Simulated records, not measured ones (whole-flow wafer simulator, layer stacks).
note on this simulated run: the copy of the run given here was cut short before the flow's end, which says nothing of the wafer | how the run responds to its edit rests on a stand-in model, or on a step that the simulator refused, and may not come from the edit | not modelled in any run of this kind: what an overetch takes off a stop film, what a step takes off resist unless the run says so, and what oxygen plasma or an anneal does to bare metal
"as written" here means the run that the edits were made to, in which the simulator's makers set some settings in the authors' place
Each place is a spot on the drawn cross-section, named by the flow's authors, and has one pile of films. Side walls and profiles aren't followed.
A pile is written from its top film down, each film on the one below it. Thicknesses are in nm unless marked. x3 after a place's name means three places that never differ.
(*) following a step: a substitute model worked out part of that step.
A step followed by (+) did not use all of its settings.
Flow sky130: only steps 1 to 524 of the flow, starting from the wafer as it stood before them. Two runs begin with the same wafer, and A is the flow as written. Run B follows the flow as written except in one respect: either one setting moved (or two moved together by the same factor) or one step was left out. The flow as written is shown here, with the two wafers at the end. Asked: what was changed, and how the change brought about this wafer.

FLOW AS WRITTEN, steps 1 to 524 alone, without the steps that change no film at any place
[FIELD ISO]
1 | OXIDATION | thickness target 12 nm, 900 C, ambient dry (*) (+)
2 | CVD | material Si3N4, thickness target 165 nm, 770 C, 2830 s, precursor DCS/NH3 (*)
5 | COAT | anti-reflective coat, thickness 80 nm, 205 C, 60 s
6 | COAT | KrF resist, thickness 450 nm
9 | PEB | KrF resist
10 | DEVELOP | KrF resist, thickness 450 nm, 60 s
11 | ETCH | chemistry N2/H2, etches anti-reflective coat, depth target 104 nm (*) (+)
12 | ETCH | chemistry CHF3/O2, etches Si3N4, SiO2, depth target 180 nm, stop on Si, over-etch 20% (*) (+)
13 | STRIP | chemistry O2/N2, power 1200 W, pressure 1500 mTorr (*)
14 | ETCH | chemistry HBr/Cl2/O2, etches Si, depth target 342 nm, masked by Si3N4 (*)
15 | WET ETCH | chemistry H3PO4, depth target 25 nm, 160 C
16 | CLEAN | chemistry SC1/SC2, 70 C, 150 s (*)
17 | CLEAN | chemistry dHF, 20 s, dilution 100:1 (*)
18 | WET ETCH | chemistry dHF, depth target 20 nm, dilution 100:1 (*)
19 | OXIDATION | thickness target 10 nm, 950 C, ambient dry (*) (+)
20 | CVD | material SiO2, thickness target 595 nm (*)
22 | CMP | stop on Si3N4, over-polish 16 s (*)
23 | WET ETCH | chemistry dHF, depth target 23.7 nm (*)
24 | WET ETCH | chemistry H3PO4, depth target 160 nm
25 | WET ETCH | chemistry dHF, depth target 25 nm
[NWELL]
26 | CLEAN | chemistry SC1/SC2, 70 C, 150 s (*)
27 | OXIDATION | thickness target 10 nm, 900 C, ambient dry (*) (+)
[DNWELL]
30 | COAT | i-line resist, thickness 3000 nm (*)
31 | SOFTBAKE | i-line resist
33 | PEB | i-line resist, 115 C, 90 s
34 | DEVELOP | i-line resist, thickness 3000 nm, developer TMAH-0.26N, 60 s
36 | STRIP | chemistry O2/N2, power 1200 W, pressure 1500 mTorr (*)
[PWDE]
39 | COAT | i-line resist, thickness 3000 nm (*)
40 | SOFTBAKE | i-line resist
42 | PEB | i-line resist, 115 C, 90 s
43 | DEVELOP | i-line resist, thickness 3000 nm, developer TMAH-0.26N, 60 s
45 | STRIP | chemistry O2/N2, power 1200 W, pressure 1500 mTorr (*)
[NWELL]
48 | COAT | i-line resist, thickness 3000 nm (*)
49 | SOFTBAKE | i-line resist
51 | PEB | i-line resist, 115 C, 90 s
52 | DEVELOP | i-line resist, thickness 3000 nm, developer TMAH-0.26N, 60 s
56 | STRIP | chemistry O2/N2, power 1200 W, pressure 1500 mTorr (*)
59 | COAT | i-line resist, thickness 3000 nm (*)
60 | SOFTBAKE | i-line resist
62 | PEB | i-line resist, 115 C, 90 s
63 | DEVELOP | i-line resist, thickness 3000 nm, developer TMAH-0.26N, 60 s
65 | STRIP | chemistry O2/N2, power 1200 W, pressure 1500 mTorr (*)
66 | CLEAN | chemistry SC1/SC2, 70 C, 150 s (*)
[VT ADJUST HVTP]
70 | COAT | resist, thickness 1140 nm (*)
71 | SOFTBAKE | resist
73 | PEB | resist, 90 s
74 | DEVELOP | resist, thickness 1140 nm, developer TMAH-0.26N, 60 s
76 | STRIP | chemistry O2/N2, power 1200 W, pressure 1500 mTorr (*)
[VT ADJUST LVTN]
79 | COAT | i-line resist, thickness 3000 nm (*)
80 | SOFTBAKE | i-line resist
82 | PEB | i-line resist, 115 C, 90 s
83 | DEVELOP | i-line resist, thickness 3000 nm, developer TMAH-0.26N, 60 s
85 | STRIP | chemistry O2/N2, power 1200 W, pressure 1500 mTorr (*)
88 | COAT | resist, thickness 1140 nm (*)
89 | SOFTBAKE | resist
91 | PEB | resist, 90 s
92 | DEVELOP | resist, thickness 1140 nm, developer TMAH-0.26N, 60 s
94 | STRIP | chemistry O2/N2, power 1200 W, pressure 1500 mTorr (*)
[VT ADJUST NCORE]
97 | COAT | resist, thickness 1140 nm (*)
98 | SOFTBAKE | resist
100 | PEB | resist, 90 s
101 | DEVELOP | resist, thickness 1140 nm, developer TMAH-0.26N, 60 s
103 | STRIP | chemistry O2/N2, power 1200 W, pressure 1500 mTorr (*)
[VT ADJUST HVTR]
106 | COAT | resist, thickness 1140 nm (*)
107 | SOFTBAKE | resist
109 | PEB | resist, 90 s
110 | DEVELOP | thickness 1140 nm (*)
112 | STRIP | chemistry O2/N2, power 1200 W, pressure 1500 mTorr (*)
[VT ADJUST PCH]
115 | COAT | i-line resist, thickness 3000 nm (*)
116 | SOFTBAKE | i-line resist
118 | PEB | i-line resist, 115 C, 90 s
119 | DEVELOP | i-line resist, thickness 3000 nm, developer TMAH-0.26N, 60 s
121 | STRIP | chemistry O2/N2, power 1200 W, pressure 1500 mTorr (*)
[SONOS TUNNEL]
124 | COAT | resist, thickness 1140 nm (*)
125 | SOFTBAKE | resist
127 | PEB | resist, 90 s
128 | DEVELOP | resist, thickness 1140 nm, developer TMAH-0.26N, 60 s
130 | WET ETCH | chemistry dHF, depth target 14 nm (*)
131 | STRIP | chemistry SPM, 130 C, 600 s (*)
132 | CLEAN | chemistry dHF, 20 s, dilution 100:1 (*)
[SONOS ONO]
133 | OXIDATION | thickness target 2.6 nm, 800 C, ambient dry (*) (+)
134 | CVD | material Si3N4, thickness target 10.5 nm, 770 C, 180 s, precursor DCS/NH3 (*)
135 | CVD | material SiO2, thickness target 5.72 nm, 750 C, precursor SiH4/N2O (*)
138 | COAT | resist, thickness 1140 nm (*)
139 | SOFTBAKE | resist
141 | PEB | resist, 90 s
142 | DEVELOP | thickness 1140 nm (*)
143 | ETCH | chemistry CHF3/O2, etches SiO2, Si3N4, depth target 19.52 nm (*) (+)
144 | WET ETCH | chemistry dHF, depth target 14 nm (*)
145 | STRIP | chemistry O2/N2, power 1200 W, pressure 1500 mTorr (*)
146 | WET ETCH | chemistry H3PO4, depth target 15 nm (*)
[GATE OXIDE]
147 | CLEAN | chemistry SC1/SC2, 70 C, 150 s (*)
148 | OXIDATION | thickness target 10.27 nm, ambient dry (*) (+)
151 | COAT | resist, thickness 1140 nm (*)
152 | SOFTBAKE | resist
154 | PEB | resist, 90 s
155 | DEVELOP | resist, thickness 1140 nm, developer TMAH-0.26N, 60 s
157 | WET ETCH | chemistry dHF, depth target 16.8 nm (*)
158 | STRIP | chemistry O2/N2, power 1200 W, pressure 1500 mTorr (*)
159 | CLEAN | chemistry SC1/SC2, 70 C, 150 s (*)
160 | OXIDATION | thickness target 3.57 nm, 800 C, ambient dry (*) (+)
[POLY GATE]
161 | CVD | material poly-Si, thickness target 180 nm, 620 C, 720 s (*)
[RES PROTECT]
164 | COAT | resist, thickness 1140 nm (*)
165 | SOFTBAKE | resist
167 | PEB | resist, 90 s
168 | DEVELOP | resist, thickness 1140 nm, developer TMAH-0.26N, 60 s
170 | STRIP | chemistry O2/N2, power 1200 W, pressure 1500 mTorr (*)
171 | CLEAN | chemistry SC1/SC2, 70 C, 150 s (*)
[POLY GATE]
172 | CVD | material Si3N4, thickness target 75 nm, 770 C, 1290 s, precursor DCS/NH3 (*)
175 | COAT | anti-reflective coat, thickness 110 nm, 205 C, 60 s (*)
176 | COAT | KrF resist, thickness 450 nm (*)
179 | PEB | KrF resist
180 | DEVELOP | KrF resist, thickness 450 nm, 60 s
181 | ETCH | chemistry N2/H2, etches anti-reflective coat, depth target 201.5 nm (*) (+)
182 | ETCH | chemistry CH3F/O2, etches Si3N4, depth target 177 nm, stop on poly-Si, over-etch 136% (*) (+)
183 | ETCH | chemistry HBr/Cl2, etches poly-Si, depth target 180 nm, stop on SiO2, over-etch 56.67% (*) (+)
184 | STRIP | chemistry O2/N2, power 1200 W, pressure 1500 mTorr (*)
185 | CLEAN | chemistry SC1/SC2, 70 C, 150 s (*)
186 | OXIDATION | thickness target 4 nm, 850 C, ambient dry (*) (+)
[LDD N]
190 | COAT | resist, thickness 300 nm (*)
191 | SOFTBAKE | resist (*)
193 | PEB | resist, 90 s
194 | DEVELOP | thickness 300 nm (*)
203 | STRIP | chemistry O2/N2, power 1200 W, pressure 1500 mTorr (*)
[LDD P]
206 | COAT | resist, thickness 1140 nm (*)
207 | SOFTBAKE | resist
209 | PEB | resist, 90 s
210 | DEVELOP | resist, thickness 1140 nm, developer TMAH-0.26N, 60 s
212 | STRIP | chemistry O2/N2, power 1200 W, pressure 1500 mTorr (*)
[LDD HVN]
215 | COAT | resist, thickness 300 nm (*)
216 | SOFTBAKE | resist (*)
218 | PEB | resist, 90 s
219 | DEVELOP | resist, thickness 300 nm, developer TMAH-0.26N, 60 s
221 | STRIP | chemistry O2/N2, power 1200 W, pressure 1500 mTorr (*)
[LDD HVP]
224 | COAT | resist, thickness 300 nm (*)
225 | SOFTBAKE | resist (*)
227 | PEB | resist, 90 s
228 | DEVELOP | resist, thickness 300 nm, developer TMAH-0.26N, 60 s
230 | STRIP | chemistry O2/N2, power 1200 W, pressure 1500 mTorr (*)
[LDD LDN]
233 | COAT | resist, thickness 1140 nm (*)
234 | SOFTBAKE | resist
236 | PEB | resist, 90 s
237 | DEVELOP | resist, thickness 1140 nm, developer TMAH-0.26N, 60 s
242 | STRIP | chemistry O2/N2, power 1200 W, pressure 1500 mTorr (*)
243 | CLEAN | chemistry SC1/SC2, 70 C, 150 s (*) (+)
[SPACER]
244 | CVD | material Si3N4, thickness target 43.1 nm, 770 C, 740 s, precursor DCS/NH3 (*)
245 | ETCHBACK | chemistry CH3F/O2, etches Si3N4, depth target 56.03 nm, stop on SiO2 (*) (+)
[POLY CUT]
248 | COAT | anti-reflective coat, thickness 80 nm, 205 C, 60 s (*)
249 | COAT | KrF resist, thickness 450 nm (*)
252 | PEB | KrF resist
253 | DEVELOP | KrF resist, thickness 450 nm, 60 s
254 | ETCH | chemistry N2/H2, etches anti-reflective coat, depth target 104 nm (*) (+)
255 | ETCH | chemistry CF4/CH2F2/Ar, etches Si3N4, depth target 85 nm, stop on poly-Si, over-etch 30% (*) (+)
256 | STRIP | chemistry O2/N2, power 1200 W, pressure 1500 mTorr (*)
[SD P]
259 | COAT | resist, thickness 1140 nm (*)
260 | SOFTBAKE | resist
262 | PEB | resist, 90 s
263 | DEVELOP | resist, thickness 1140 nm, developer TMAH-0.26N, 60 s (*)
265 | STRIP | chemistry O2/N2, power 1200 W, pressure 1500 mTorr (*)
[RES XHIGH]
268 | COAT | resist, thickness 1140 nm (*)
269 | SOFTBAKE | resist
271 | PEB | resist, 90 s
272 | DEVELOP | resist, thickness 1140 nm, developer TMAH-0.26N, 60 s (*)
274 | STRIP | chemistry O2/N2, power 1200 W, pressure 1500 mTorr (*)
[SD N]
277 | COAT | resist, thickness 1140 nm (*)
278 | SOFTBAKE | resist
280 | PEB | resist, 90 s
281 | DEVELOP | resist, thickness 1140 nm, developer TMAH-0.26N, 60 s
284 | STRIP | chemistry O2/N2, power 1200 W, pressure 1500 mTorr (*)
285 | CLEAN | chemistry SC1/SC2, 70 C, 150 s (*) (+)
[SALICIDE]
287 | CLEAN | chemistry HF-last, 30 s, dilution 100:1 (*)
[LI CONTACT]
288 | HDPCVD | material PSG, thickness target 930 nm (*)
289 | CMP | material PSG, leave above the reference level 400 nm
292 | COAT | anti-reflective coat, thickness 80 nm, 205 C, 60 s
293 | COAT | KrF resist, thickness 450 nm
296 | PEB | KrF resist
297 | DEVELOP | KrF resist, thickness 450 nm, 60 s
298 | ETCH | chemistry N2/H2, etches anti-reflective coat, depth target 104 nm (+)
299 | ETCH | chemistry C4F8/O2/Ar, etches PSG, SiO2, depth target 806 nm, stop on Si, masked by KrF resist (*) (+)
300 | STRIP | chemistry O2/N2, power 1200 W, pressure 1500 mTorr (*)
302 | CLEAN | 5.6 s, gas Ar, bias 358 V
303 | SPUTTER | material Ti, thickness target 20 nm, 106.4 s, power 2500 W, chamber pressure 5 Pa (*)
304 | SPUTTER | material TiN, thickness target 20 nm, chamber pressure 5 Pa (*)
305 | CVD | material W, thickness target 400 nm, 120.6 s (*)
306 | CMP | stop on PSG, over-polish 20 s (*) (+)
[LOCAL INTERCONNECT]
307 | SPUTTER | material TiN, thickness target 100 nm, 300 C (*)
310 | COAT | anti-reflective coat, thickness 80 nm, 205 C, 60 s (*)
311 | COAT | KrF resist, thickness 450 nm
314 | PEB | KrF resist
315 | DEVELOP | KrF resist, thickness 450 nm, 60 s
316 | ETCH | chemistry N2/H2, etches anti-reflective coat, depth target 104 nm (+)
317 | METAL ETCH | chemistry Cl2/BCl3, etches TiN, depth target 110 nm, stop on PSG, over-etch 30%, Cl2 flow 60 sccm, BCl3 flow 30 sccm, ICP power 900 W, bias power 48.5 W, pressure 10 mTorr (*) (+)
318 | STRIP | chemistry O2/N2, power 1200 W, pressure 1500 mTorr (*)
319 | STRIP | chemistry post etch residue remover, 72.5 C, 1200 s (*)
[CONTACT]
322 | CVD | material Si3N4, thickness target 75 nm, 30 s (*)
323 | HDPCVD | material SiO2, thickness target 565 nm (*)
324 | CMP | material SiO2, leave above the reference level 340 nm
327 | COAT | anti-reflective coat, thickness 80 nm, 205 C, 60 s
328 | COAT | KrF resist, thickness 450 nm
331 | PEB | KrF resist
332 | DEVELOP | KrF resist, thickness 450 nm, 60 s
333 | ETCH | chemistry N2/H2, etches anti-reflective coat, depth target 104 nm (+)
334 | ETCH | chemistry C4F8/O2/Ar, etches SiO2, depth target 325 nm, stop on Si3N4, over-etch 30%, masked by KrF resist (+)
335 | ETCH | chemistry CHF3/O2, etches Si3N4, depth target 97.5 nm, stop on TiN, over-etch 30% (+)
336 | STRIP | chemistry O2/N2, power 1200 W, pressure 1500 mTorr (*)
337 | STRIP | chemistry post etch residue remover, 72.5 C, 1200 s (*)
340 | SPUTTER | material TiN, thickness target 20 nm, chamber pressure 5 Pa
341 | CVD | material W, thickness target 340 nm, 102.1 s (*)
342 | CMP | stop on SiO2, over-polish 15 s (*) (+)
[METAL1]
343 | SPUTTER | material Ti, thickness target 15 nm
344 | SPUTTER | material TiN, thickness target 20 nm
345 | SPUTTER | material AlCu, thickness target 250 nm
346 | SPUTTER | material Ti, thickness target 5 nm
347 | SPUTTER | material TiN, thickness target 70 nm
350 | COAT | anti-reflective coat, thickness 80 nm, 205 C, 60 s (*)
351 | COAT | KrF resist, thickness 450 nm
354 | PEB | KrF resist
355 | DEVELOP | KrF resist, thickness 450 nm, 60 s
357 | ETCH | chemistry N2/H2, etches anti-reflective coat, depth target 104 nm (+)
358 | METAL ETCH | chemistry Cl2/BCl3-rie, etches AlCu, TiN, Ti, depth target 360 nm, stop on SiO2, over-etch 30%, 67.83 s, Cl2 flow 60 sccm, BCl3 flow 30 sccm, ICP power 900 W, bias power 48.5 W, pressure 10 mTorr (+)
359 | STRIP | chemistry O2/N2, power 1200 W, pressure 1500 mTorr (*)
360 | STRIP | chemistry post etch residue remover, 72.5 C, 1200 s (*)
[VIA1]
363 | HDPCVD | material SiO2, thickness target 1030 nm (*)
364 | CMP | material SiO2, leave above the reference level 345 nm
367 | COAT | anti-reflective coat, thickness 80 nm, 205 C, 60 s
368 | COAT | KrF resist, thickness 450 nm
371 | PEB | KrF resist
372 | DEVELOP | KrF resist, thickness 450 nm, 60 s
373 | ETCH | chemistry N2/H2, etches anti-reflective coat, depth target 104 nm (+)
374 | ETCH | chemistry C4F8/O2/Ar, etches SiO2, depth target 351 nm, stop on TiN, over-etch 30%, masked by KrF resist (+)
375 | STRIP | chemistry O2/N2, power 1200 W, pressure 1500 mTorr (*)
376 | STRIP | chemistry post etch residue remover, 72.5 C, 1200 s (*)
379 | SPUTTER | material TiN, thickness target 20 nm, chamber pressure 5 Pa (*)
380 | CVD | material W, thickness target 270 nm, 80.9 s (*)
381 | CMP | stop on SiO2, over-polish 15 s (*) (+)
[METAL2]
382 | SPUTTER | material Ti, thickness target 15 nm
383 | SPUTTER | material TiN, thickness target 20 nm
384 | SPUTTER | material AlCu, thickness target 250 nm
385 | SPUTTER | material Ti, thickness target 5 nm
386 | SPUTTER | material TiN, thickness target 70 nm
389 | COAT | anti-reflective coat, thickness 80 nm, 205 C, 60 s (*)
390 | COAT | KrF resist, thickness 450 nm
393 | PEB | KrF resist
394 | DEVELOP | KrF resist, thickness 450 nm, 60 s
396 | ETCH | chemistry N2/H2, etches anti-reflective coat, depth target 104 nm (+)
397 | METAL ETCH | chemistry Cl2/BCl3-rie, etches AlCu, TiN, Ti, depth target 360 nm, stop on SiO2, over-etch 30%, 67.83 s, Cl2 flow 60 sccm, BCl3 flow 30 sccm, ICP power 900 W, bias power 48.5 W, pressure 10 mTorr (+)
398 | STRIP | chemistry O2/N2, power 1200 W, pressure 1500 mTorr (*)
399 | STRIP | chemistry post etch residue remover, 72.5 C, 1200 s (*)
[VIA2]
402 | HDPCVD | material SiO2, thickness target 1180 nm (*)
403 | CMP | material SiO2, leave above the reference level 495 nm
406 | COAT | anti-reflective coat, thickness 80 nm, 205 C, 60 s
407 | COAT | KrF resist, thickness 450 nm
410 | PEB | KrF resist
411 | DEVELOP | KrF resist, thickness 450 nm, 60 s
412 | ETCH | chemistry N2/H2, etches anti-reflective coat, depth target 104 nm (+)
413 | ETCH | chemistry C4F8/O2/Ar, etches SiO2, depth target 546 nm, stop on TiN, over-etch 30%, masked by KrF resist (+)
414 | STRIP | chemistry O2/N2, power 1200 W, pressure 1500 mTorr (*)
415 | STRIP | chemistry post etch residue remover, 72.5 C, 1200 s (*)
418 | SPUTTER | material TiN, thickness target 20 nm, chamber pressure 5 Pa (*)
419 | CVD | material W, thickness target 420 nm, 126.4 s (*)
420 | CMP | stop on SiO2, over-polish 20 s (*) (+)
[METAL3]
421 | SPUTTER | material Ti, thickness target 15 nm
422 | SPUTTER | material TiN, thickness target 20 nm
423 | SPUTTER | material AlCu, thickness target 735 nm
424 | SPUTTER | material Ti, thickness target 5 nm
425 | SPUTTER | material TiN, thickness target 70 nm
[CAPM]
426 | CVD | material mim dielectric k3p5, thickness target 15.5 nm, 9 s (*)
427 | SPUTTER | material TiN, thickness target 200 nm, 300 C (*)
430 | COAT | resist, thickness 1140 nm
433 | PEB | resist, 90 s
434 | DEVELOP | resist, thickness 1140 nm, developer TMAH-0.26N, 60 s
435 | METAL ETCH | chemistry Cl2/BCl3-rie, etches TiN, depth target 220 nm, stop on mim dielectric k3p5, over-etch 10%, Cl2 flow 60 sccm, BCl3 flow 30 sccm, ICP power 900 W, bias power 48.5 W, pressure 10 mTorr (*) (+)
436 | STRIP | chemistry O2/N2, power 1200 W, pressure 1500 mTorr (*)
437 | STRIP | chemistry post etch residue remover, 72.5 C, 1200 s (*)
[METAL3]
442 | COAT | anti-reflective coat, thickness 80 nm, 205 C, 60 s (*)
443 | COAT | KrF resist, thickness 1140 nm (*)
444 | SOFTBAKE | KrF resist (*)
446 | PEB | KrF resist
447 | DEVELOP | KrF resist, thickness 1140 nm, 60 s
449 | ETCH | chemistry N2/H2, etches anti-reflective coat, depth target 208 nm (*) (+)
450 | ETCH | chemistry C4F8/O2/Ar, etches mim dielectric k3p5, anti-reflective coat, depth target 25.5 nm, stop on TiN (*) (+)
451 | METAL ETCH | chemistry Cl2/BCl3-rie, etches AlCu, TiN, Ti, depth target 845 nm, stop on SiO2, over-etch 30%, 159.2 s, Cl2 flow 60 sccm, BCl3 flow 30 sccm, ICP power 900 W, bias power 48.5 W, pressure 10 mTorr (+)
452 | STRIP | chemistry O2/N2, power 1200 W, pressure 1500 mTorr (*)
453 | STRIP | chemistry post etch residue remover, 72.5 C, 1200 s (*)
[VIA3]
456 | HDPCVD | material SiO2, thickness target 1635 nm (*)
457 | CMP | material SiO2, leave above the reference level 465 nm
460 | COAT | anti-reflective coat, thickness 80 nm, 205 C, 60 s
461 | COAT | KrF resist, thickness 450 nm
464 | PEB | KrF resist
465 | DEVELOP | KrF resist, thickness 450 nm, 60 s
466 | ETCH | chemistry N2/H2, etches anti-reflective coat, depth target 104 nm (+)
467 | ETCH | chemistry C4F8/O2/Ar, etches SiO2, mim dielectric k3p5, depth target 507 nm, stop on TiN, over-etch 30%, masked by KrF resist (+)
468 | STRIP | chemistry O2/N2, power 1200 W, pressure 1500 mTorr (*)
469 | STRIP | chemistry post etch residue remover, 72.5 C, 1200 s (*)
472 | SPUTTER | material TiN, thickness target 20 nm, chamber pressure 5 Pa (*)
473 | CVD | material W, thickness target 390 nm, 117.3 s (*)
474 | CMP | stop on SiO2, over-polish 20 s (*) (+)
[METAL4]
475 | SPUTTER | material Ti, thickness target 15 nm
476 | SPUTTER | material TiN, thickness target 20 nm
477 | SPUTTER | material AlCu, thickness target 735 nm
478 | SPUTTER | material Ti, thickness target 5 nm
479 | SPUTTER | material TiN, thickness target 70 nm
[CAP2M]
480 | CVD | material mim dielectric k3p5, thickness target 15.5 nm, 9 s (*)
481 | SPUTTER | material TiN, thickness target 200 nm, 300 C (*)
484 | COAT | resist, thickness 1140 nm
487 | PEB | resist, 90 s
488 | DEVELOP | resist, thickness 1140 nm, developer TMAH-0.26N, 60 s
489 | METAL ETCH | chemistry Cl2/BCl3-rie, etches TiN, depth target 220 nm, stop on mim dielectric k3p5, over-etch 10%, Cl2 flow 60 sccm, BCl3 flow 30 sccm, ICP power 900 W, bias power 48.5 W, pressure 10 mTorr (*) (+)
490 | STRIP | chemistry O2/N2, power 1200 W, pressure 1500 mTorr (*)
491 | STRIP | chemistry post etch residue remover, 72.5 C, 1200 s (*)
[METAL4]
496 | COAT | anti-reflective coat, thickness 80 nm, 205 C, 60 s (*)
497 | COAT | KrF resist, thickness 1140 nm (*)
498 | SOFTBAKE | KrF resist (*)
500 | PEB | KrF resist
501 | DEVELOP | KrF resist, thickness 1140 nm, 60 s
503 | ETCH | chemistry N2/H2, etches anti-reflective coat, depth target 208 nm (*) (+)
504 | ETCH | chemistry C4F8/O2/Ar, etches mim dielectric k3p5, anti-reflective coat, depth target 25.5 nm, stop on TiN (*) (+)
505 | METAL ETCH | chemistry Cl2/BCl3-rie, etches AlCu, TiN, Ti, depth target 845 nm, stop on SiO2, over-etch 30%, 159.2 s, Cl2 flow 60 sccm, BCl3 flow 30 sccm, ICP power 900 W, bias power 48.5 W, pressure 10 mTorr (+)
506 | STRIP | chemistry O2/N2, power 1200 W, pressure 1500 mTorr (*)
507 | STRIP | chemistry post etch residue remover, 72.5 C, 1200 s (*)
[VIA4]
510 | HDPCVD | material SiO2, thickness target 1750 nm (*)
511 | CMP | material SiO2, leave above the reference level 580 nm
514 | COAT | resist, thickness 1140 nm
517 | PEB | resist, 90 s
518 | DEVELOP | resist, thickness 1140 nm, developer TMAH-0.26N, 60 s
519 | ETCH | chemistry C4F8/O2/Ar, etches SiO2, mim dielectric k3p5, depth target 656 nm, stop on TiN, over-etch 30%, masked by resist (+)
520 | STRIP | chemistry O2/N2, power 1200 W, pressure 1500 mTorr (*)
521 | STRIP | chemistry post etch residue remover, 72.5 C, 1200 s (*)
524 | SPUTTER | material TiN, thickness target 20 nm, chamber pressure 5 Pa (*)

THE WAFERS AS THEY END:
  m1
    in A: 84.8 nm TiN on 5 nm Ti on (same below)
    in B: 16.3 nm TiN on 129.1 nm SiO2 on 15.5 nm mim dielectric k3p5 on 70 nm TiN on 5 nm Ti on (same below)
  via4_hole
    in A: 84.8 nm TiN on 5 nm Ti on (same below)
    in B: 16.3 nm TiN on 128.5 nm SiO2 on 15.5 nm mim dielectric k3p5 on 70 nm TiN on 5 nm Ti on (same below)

Cause: step 519, ETCH: depth target 361 nm was run, whereas the flow has depth target 656 nm.

How this came from the change, step by step:
  519 | ETCH | chemistry C4F8/O2/Ar, etches SiO2, mim dielectric k3p5, depth target 656 nm, stop on TiN, over-etch 30%, masked by resist (+)
      m1: A -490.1 SiO2 (all of it), -15.5 mim dielectric k3p5 (all of it) | B -361 SiO2
      via4_hole: A -489.5 SiO2 (all of it), -15.5 mim dielectric k3p5 (all of it) | B -361 SiO2
      (also at 191 further places)
  520 | STRIP | chemistry O2/N2, power 1200 W, pressure 1500 mTorr (*)
      field, active, n_well and 188 more: A -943 resist (all of it) | B -1002 resist (all of it)
  524 | SPUTTER | material TiN, thickness target 20 nm, chamber pressure 5 Pa (*)
      m1, via4_hole: A +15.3 TiN | B +16.3 TiN (new film)
If metal films that touch count as one body, m1 has 3 bodies (between them, from the top down: SiO2 129.1 / mim dielectric k3p5 15.5; SiO2 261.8 / Si3N4 75); the flow as written gives 2 bodies (between them, from the top down: SiO2 261.8 / Si3N4 75).
If metal films that touch count as one body, via4_hole has 2 bodies (between them, from the top down: SiO2 128.5 / mim dielectric k3p5 15.5); the flow as written gives 1 body.
